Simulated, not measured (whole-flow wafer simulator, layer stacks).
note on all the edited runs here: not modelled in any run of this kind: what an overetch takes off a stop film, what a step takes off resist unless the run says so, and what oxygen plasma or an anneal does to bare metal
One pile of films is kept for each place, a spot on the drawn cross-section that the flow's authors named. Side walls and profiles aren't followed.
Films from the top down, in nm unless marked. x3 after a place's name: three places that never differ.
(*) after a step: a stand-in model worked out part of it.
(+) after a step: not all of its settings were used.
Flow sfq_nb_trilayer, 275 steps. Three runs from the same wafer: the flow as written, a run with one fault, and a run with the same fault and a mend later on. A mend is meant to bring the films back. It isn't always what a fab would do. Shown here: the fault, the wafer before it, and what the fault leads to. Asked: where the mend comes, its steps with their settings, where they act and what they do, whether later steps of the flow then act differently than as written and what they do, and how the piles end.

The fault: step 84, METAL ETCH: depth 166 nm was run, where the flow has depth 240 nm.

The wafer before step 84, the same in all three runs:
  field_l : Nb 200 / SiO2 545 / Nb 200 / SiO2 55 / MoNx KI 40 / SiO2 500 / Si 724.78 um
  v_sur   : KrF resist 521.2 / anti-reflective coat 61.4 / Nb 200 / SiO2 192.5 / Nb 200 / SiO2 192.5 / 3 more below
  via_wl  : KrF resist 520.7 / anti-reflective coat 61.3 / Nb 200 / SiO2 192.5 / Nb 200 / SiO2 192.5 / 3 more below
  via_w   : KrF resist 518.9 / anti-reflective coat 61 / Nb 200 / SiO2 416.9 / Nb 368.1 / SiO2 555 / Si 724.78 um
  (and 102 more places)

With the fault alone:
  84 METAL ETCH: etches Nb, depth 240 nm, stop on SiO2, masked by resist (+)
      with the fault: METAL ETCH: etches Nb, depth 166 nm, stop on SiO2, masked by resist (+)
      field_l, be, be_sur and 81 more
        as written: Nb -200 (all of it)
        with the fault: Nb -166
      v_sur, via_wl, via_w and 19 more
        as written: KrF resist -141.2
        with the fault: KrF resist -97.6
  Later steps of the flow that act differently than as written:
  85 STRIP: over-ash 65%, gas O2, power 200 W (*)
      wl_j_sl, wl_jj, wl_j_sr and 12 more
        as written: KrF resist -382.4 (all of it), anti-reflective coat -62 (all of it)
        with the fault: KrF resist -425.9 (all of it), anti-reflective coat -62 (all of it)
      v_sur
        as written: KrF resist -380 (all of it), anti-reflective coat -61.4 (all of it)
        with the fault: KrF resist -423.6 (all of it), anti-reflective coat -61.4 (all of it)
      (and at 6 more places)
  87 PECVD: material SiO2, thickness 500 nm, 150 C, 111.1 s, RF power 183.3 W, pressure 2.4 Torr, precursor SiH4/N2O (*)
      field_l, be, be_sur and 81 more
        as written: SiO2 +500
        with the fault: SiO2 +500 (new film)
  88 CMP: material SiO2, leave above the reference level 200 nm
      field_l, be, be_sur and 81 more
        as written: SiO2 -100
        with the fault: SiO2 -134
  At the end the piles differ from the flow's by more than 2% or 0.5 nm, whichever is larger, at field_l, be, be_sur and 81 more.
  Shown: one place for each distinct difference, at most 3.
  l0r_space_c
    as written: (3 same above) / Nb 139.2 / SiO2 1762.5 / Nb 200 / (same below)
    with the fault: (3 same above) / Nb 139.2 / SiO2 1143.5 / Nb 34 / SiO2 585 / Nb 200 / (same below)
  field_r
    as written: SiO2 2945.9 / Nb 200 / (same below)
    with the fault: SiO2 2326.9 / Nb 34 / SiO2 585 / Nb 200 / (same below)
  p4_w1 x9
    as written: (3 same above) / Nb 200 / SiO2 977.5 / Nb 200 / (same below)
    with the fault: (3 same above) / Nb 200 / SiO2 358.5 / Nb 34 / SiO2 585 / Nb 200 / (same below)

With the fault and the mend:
  The mend comes after step 84.
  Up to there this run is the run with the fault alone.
  84a METAL ETCH: etches Nb, depth 74 nm, stop on SiO2, masked by resist (+) (the flow's step 84 once more, with other settings)
      field_l, be, be_sur and 81 more
        Nb -34 (all of it)
      v_sur, via_wl, via_w and 19 more
        KrF resist -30
  Later steps of the flow that act differently than as written:
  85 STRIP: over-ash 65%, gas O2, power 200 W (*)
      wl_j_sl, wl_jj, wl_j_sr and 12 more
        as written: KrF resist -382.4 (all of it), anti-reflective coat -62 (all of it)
        with the mend: KrF resist -395.9 (all of it), anti-reflective coat -62 (all of it)
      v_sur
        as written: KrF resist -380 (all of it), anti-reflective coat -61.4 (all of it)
        with the mend: KrF resist -393.6 (all of it), anti-reflective coat -61.4 (all of it)
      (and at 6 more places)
  At the end the piles are the same as the flow's at every place that both follow.
